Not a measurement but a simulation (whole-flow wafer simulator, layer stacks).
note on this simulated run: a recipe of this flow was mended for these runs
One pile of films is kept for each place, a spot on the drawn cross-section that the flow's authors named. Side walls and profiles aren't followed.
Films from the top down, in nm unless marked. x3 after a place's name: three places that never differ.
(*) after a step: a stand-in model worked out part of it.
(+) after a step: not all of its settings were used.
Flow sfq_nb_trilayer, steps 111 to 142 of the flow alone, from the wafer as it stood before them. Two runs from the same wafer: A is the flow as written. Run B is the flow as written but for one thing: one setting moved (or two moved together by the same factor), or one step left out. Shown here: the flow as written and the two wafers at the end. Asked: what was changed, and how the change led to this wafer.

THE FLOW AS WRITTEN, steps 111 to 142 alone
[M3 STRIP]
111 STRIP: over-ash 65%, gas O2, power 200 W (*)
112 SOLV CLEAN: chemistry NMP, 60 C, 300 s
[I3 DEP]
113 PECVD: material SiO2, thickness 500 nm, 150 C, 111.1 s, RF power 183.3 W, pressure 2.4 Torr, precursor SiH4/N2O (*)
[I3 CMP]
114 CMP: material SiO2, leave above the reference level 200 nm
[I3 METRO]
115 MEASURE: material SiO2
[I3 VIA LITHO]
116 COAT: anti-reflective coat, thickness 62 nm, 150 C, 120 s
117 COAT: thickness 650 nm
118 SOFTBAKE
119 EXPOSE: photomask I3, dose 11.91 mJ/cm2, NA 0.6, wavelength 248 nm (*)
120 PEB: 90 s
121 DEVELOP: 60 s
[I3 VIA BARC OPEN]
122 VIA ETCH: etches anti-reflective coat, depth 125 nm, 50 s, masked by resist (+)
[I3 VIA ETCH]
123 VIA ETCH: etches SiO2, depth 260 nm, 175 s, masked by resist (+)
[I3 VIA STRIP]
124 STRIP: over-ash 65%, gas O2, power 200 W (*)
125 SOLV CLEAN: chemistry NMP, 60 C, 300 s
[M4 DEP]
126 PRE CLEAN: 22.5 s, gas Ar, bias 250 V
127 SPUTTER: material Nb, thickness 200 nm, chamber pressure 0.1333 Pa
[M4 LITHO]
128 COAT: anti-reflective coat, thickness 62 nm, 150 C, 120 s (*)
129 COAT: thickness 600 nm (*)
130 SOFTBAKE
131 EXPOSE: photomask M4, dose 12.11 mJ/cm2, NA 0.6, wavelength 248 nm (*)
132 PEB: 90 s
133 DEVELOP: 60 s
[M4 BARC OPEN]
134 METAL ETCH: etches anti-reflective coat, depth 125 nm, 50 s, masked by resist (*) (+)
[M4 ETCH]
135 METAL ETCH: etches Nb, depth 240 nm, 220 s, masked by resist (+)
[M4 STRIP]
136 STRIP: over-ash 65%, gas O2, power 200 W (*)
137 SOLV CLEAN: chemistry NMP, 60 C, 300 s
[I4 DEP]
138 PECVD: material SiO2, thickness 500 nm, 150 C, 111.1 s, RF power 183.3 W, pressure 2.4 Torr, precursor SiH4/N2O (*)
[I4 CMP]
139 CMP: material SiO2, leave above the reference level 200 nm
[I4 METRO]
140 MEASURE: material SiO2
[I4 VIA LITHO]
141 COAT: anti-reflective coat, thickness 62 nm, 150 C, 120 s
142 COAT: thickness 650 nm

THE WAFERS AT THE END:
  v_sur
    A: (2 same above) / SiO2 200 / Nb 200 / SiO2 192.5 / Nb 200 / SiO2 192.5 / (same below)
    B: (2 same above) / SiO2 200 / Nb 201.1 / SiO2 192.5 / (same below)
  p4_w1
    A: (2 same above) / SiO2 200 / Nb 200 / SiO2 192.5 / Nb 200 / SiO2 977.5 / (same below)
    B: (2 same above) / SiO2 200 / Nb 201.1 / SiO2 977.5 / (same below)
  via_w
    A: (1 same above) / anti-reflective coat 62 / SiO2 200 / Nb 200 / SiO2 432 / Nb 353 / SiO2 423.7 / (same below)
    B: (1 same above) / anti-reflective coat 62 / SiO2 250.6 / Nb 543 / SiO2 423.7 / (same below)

The cause: step 113, PECVD: material SiO2, thickness 500 nm, 150 C, 111.1 s, RF power 183.3 W, pressure 2.4 Torr, precursor SiH4/N2O (*), was left out.

How the change led to this, step by step:
  114 CMP: material SiO2, leave above the reference level 200 nm
      field_l, be, be_sur and 64 more: A SiO2 -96 | B nothing
      v_sur, via_wl, via_wr and 27 more: A SiO2 -300 | B Nb -192.5
      (and at 9 more places)
  116 COAT: anti-reflective coat, thickness 62 nm, 150 C, 120 s
      m0r_space_l, m0r_space_r, r5r_line_c, m6r_space_l x2, m6r_space_r x2: A anti-reflective coat +62 (new film) | B anti-reflective coat +64.3 (new film)
      m0r_line_l x3, m0r_line_r x3: A anti-reflective coat +62 (new film) | B anti-reflective coat +63.5 (new film)
      (and at 46 more places)
  123 VIA ETCH: etches SiO2, depth 260 nm, 175 s, masked by resist (+)
      via_v: A SiO2 -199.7 (all of it), Nb -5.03 | B Nb -7.5 (all of it), SiO2 -170
  124 STRIP: over-ash 65%, gas O2, power 200 W (*)
      m0r_space_l, m0r_space_r, r5r_line_c, m6r_space_l x2, m6r_space_r x2: A KrF-resist-other-grade -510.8 (all of it), anti-reflective coat -62 (all of it) | B KrF-resist-other-grade -510.9 (all of it), anti-reflective coat -64.3 (all of it)
      m0r_line_l x3, m0r_line_r x3: A KrF-resist-other-grade -510.8 (all of it), anti-reflective coat -62 (all of it) | B KrF-resist-other-grade -511.6 (all of it), anti-reflective coat -63.5 (all of it)
      (and at 46 more places)
  126 PRE CLEAN: 22.5 s, gas Ar, bias 250 V
      v_sur, via_wl, via_w and 27 more: A SiO2 -7.5 | B Nb -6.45
      via_v: A Nb -6.45 | B SiO2 -7.5
  127 SPUTTER: material Nb, thickness 200 nm, chamber pressure 0.1333 Pa
      v_sur, via_wl, via_wr and 26 more: A Nb +200 (new film) | B Nb +200
      via_w: A Nb +200 (new film) | B Nb +196.4
      (and at 1 more place)
  128 COAT: anti-reflective coat, thickness 62 nm, 150 C, 120 s (*)
      m0r_space_l, m0r_space_r, r5r_line_c, m6r_space_l x2, m6r_space_r x2: A anti-reflective coat +62 (new film) | B anti-reflective coat +64.7 (new film)
      wl_d_sl, wl_d_sr, r5r_spacepad_l, r5r_spacepad_r, m8r_pad_l, m8r_pad_r: A anti-reflective coat +62 (new film) | B anti-reflective coat +65.5 (new film)
      (and at 50 more places)
  129 COAT: thickness 600 nm (*)
      via_v: A KrF-resist-other-grade +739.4 (new film) | B KrF-resist-other-grade +712.9 (new film)
  134 METAL ETCH: etches anti-reflective coat, depth 125 nm, 50 s, masked by resist (*) (+)
      m0r_space_l, m0r_space_r, r5r_line_c, m6r_space_l x2, m6r_space_r x2: A anti-reflective coat -62 (all of it) | B anti-reflective coat -64.7 (all of it)
      wl_d_sl, wl_d_sr, r5r_spacepad_l, r5r_spacepad_r, m8r_pad_l, m8r_pad_r: A anti-reflective coat -62 (all of it) | B anti-reflective coat -65.5 (all of it)
      (and at 27 more places)
  136 STRIP: over-ash 65%, gas O2, power 200 W (*)
      p3_l2, p3_l3, p3_l4: A KrF-resist-other-grade -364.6 (all of it), anti-reflective coat -62 (all of it) | B KrF-resist-other-grade -364.3 (all of it), anti-reflective coat -55.3 (all of it)
      v_sur: A KrF-resist-other-grade -360.6 (all of it), anti-reflective coat -64.7 (all of it) | B KrF-resist-other-grade -363 (all of it), anti-reflective coat -49.8 (all of it)
      (and at 19 more places)
  138 PECVD: material SiO2, thickness 500 nm, 150 C, 111.1 s, RF power 183.3 W, pressure 2.4 Torr, precursor SiH4/N2O (*)
      p3_s0, p3_s1, p3_s2, p3_s3, p3_s4, p3_s5: A SiO2 +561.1 | B SiO2 +573.6
      via_v: A SiO2 +621.2 (new film) | B SiO2 +590.2 (new film)
  139 CMP: material SiO2, leave above the reference level 200 nm
      field_l, be, be_sur and 55 more: A SiO2 -96 | B SiO2 -83.4
      ln_m5, lsp_m, ln_m6, p4_fl, p4_fm, p4_g1, p4_g2, p4_fr: A SiO2 -300 | B SiO2 -287.4
      (and at 4 more places)
Counting metal films that touch as one body, v_sur has 4 bodies (between them, from the top down: SiO2 192.5; SiO2 192.5; SiO2 192.5); the flow as written gives 5 bodies (between them, from the top down: SiO2 192.5; SiO2 192.5; SiO2 192.5; SiO2 192.5).
Counting metal films that touch as one body, p4_w1 has 2 bodies (between them, from the top down: SiO2 977.5); the flow as written gives 3 bodies (between them, from the top down: SiO2 192.5; SiO2 977.5).
Counting metal films that touch as one body, via_w has 2 bodies (between them, from the top down: SiO2 423.7); the flow as written gives 3 bodies (between them, from the top down: SiO2 432; SiO2 423.7).
